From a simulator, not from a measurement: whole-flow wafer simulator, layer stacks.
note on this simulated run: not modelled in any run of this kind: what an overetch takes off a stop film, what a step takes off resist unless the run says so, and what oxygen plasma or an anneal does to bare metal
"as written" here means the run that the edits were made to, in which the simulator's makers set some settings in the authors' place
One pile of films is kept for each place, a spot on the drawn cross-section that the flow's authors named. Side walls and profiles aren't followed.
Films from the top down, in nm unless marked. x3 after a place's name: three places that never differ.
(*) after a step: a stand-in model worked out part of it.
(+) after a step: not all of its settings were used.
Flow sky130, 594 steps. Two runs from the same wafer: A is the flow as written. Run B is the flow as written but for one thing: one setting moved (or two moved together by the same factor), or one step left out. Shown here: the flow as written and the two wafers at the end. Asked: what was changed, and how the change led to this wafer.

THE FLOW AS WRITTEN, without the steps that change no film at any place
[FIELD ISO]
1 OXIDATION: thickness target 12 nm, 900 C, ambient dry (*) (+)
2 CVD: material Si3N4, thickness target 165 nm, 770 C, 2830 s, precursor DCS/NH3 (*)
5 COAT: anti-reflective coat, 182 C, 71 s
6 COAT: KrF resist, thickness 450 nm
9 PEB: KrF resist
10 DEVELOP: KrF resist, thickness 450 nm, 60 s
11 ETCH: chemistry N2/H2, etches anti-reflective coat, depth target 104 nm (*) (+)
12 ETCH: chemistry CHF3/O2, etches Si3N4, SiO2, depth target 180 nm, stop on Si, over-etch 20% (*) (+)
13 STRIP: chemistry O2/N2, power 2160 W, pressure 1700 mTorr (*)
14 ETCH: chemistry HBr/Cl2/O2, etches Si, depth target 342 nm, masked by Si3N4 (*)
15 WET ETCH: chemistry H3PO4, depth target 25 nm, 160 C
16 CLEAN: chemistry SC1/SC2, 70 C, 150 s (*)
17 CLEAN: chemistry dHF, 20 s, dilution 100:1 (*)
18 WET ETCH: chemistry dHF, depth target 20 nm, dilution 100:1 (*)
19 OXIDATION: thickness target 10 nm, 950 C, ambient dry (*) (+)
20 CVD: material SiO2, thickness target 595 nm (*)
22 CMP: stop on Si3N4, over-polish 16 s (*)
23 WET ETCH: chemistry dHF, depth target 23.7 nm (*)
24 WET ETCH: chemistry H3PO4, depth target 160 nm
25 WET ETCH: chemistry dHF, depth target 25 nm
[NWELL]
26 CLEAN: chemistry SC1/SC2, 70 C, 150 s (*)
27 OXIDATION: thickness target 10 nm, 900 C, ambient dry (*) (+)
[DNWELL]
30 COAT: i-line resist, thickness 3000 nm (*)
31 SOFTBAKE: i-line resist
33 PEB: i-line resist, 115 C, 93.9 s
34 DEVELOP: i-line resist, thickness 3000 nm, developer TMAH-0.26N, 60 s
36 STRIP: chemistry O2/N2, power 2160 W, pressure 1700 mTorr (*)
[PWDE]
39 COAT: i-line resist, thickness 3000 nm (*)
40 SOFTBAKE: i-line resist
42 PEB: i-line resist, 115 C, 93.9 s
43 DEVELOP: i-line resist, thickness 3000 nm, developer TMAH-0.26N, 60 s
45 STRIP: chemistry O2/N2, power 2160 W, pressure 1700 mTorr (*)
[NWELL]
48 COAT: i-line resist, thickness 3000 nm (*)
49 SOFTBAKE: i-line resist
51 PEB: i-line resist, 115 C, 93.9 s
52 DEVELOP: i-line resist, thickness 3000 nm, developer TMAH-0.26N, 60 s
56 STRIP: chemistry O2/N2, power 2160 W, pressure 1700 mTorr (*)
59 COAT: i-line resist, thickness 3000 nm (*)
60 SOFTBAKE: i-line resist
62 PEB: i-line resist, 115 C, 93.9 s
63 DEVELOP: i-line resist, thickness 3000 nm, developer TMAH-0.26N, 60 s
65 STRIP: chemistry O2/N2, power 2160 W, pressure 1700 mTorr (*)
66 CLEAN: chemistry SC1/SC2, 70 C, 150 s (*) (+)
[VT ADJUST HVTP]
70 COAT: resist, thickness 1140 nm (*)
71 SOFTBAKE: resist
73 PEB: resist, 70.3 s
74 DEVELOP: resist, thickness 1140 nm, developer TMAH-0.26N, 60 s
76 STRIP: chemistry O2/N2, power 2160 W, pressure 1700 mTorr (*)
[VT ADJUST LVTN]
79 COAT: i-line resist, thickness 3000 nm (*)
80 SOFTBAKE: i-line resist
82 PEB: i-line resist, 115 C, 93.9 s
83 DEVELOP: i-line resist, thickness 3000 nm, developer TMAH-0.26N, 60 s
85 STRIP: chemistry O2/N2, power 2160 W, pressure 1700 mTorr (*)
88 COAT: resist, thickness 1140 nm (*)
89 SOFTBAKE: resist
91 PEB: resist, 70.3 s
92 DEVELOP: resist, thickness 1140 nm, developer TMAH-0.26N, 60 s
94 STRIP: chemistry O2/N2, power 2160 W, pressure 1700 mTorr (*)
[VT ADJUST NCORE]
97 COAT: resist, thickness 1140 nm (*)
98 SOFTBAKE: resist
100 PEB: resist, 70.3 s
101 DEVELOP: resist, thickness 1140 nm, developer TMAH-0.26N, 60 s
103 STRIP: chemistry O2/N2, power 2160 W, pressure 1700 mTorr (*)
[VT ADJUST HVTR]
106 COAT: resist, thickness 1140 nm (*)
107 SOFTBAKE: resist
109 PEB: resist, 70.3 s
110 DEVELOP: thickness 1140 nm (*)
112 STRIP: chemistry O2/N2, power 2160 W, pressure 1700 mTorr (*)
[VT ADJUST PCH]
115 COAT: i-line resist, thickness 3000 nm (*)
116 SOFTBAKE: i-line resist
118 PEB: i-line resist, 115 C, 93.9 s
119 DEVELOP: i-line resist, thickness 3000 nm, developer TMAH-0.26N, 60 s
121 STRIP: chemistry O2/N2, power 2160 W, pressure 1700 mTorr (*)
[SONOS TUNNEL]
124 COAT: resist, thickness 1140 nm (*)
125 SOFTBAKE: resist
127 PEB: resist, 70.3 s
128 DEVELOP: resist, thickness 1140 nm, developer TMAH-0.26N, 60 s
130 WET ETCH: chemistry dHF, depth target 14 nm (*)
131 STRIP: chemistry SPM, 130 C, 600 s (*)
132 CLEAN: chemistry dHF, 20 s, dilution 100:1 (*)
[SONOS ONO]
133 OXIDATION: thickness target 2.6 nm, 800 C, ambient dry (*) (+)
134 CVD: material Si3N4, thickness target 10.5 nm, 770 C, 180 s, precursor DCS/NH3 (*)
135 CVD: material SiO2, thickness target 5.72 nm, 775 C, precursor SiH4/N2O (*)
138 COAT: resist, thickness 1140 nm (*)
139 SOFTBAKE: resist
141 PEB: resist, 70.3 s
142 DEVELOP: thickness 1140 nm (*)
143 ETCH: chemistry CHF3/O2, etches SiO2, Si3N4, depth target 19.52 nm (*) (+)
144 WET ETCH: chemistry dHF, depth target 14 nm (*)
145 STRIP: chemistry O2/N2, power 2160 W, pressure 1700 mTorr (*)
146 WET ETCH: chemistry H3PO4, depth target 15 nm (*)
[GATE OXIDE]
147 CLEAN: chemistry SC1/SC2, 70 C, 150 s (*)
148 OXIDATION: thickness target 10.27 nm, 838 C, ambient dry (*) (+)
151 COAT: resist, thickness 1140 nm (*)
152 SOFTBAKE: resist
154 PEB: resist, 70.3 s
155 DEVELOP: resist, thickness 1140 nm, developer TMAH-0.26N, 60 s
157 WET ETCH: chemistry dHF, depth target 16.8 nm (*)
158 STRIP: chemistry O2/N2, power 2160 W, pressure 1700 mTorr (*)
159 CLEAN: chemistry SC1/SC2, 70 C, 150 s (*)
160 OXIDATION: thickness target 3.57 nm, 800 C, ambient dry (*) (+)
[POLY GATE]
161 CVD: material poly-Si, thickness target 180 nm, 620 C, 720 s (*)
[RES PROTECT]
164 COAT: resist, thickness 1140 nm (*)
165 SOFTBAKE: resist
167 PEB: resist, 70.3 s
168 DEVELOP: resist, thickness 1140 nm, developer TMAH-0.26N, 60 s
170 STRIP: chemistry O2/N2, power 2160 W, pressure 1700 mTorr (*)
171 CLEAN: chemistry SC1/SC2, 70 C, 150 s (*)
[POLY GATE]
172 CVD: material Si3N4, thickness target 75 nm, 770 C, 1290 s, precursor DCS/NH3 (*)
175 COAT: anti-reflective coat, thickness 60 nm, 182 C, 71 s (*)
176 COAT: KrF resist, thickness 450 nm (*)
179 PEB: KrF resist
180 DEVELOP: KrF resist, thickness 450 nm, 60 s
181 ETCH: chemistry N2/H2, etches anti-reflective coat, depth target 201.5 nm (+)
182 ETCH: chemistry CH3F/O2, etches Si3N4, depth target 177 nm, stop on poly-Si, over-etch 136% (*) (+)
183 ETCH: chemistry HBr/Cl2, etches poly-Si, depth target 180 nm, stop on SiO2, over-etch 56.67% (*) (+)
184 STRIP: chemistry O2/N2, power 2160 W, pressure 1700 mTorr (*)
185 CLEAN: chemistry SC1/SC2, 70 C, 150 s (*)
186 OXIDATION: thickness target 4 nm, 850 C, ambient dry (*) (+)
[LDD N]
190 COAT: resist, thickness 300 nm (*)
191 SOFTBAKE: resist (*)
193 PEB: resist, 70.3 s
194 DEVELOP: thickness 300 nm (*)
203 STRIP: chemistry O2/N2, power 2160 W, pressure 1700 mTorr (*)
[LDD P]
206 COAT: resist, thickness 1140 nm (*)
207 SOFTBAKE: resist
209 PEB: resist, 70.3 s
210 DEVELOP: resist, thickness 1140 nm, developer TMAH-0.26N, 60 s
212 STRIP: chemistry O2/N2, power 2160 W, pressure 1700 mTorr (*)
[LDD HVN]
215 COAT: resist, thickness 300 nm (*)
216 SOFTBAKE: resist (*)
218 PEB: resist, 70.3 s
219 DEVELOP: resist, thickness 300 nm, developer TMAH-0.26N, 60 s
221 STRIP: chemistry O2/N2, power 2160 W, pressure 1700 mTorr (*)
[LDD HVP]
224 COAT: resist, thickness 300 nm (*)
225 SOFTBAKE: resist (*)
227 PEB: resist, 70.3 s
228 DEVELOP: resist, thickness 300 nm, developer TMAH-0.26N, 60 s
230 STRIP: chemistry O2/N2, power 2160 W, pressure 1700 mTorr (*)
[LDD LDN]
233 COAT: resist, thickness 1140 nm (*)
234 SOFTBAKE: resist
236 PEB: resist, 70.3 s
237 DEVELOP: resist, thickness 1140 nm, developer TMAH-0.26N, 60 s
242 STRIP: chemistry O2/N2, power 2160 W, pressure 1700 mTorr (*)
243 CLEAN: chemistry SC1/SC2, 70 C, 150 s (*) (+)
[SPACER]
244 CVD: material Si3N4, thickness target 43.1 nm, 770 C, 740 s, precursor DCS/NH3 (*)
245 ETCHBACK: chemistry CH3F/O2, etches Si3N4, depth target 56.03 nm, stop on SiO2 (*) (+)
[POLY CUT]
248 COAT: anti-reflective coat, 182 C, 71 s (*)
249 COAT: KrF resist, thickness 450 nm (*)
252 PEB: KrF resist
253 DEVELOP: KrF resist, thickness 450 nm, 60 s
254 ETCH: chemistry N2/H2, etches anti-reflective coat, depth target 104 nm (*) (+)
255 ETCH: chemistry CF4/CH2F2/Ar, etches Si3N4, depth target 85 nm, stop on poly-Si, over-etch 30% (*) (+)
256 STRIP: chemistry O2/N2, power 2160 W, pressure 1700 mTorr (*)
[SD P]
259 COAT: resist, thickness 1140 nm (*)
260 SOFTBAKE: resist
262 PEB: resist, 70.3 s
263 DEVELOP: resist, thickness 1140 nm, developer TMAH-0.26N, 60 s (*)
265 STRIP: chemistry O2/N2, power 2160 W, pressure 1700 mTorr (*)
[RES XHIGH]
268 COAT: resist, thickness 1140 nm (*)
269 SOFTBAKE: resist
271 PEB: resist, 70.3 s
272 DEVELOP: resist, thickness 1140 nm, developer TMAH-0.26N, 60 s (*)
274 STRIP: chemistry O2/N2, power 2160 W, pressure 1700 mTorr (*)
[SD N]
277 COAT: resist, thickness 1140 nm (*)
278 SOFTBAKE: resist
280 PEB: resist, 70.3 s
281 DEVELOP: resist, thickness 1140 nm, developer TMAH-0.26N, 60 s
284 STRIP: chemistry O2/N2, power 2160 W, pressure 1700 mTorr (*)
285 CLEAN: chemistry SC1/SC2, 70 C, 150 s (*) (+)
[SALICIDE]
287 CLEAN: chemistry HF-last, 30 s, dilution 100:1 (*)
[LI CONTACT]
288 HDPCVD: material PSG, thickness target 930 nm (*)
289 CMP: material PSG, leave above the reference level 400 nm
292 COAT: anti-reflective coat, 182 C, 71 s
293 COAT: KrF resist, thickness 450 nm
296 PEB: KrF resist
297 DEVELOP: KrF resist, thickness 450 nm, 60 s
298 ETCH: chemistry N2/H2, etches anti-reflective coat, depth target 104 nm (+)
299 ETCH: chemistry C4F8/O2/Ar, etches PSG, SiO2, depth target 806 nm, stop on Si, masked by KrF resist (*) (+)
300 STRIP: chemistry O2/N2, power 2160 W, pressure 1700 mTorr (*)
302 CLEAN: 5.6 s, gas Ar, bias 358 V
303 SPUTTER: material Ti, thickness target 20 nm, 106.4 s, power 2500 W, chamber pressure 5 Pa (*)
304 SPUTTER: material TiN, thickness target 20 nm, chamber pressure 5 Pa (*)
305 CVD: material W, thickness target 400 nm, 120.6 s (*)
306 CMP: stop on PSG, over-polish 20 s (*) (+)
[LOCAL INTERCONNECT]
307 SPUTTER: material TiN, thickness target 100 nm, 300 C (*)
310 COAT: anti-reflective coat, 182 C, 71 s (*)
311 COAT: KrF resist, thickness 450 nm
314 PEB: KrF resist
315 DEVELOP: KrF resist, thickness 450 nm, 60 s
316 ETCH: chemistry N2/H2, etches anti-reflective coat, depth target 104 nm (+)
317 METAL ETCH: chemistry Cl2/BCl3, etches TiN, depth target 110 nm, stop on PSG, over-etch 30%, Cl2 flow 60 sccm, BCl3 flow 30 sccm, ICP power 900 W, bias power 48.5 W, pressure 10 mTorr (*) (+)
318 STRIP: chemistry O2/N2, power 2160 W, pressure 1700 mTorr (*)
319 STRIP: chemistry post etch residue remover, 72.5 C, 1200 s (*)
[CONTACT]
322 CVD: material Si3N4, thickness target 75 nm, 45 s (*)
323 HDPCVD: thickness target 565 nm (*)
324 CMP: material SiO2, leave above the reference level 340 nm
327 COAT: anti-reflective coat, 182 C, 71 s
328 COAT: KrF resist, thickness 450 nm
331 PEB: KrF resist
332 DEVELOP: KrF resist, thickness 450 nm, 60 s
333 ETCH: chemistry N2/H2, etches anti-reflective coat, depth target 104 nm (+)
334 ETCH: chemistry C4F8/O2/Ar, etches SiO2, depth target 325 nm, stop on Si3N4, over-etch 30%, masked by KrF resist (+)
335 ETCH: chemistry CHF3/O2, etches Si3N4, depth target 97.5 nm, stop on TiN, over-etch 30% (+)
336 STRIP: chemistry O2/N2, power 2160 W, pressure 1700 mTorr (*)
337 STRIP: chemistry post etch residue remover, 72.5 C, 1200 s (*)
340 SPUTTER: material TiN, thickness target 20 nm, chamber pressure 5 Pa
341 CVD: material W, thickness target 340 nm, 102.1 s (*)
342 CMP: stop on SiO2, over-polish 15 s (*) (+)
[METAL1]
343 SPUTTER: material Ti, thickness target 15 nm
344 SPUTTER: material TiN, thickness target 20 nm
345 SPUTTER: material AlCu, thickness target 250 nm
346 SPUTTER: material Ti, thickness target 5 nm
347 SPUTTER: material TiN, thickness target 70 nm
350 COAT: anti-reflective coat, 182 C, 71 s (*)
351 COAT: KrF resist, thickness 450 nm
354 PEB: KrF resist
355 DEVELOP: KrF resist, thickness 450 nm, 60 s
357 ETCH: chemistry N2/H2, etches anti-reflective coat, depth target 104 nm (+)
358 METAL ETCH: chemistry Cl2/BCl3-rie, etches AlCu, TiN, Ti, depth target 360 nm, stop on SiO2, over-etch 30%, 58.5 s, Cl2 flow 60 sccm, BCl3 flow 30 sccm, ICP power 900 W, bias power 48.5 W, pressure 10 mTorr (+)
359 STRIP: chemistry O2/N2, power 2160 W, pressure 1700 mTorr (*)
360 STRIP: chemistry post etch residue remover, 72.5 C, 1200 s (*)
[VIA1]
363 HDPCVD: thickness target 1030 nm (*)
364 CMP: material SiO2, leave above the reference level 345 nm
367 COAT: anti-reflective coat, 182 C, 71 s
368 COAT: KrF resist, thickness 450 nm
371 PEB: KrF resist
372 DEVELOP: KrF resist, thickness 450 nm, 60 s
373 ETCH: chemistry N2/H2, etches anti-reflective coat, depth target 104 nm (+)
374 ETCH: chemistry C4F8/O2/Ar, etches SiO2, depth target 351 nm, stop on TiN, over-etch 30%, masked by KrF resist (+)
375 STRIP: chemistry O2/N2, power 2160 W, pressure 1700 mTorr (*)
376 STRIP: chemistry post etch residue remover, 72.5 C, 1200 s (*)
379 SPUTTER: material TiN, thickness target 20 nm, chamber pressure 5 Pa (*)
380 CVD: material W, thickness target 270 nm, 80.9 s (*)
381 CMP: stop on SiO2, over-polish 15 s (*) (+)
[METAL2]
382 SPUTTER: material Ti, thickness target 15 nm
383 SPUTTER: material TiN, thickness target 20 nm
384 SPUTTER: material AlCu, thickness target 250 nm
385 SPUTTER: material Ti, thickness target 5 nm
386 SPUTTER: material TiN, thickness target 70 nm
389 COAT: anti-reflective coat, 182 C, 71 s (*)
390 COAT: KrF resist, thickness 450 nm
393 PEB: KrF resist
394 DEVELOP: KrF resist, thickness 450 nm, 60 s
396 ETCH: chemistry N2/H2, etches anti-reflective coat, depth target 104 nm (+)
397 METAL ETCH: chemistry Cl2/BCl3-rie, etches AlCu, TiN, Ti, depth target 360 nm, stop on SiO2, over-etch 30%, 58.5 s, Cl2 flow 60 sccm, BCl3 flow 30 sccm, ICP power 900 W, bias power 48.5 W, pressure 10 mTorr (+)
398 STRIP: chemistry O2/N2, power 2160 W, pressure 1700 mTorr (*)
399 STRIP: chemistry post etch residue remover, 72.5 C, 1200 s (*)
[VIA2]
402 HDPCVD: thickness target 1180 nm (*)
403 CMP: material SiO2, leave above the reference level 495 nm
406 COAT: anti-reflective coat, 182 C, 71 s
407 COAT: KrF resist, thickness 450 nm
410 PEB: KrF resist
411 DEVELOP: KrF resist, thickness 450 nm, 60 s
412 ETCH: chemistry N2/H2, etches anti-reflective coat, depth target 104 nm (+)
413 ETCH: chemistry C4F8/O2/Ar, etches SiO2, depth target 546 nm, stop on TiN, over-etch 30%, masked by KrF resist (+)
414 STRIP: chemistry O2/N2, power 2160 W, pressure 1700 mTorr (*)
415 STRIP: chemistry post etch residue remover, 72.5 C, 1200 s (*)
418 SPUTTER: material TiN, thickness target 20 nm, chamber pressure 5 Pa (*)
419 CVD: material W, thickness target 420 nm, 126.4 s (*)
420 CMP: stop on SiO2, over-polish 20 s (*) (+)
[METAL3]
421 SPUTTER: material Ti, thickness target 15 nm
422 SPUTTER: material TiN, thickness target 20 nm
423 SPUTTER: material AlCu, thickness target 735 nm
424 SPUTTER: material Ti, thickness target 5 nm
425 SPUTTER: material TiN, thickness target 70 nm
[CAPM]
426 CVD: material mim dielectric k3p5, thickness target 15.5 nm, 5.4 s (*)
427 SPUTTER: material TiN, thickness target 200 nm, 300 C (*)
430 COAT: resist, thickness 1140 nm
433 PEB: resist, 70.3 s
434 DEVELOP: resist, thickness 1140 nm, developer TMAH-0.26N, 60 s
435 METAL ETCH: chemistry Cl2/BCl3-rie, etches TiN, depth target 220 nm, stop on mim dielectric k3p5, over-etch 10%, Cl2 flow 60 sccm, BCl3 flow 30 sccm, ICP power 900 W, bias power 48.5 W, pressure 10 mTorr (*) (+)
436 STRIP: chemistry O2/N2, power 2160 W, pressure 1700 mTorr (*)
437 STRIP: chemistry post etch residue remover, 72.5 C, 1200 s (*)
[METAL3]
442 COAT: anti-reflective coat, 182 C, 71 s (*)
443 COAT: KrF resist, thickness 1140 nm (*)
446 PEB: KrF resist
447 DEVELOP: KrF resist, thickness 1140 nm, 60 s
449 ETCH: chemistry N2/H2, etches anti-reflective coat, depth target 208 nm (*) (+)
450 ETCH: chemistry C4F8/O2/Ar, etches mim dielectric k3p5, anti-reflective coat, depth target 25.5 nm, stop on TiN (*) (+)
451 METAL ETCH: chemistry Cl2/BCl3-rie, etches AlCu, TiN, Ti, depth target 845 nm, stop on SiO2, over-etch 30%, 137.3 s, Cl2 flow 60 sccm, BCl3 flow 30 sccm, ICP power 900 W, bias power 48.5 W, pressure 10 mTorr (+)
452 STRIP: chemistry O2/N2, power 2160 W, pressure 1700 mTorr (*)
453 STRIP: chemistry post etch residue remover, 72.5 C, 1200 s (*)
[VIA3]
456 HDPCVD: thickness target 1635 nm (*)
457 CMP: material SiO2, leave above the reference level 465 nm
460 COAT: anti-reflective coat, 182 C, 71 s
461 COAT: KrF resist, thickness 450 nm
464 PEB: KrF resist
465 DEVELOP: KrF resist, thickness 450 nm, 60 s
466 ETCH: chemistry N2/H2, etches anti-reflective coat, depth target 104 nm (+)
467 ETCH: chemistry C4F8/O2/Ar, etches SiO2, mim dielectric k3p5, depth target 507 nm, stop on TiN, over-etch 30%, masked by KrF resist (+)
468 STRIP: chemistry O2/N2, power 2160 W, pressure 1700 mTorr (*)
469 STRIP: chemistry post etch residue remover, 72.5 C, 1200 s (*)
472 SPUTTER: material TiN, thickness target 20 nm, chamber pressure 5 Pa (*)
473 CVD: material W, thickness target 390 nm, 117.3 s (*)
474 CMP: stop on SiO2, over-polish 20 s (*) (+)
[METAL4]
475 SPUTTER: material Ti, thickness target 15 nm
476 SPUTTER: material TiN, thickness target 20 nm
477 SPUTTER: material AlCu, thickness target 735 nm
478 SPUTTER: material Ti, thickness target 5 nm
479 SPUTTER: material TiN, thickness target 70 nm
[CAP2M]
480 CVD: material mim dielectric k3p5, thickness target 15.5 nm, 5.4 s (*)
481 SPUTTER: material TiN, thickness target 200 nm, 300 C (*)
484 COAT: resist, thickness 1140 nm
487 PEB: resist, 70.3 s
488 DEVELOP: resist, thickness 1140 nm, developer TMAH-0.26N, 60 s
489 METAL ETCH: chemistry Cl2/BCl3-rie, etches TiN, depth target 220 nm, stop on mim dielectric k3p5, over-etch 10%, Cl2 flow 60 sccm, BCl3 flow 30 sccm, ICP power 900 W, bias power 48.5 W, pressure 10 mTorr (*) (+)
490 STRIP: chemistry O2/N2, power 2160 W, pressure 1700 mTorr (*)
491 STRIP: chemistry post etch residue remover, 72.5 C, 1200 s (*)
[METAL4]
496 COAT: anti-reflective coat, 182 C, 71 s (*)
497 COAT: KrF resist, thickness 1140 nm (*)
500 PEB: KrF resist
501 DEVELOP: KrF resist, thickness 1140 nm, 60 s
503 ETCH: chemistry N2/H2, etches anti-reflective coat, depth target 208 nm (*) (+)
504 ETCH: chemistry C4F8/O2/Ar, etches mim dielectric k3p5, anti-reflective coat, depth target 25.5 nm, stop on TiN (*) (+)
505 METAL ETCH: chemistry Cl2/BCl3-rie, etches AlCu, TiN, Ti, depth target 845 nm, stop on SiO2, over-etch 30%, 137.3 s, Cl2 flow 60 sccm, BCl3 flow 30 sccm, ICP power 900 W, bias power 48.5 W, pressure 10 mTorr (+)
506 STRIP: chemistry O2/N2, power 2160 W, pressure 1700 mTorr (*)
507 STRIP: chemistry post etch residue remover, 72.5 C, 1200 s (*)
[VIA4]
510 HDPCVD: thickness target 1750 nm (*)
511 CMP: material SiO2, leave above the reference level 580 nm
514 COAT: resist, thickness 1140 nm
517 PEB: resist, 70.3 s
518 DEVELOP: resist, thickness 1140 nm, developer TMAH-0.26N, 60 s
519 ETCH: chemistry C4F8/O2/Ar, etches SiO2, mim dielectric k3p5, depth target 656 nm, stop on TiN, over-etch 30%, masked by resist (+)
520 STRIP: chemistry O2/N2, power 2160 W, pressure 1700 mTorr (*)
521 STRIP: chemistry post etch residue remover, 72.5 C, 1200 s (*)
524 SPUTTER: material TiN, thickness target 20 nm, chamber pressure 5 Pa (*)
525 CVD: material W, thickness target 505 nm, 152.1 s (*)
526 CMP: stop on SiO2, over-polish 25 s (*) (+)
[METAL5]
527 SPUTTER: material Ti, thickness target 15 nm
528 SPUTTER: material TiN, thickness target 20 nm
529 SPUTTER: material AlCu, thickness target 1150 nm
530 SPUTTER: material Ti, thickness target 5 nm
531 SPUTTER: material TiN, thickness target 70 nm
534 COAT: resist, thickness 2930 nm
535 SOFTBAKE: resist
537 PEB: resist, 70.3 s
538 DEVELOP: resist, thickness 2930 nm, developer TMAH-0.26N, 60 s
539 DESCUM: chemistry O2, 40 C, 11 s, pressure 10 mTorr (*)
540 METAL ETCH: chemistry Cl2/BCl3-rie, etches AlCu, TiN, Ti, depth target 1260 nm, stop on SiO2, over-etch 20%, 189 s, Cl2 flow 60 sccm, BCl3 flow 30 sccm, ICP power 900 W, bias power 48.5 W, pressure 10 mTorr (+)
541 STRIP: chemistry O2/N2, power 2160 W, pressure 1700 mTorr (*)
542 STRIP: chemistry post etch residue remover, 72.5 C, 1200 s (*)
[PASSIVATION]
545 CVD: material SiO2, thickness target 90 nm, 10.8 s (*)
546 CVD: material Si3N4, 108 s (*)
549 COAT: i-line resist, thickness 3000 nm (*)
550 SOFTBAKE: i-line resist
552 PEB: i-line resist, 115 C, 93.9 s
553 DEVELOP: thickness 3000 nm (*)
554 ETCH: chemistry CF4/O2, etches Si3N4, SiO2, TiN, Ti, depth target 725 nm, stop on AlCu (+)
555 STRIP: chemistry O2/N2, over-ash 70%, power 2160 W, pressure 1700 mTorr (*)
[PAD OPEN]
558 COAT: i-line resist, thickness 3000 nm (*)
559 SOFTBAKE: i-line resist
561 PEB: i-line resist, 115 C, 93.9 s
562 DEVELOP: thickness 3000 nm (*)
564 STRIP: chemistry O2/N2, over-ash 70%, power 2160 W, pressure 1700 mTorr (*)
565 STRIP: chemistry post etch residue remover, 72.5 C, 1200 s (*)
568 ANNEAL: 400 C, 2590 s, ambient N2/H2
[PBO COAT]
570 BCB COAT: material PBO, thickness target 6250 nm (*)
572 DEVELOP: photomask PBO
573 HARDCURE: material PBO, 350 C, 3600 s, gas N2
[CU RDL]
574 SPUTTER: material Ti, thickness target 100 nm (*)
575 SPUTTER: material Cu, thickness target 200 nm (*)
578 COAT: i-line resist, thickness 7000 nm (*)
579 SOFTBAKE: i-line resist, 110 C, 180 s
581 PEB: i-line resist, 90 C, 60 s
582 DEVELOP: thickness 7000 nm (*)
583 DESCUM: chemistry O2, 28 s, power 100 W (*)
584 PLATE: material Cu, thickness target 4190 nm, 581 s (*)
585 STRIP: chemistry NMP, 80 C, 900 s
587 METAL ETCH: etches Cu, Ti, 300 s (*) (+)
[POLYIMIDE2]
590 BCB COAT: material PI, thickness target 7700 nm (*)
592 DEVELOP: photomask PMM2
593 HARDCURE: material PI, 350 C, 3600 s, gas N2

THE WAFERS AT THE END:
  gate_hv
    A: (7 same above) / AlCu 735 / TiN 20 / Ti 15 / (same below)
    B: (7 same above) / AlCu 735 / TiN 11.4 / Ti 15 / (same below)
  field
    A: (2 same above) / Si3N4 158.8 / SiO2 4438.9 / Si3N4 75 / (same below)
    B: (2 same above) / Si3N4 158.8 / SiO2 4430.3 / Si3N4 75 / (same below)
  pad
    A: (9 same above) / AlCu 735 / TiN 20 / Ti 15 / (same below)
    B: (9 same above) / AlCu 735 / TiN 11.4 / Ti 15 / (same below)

The cause: step 476, SPUTTER: thickness target 11.4 nm was run, where the flow has thickness target 20 nm.
It can be read off the wafer: gate_hv has TiN 11.4, and step 476 as written asks for 20 nm.

How the change led to this, step by step:
  476 SPUTTER: material TiN, thickness target 20 nm
      field, active, n_well and 189 more: A TiN +20 (new film) | B TiN +11.4 (new film)
  505 METAL ETCH: chemistry Cl2/BCl3-rie, etches AlCu, TiN, Ti, depth target 845 nm, stop on SiO2, over-etch 30%, 137.3 s, Cl2 flow 60 sccm, BCl3 flow 30 sccm, ICP power 900 W, bias power 48.5 W, pressure 10 mTorr (+)
      field, gate, spacer and 68 more: A TiN -70 (all of it), Ti -5 (all of it), AlCu -735 (all of it), TiN -20 (all of it), Ti -15 (all of it), SiO2 -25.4 | B TiN -70 (all of it), Ti -5 (all of it), AlCu -735 (all of it), TiN -11.4 (all of it), Ti -15 (all of it), SiO2 -26.2
      active, vpp_iso1, mim_edge_plate and 14 more: A TiN -70 (all of it), Ti -5 (all of it), AlCu -735 (all of it), TiN -20 (all of it), Ti -15 (all of it), SiO2 -25.3 | B TiN -70 (all of it), Ti -5 (all of it), AlCu -735 (all of it), TiN -11.4 (all of it), Ti -15 (all of it), SiO2 -26.2
  511 CMP: material SiO2, leave above the reference level 580 nm
      field, active, gate and 77 more: A SiO2 -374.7 | B SiO2 -382.4
      iso_guard__w1, mim_edge_gap, vpp_l1ln, vpp_m3ln, rpm_encl, via2_enc, rpm_encl_psd, iso_guard_nsd_tip: A SiO2 -374.6 | B SiO2 -382.4
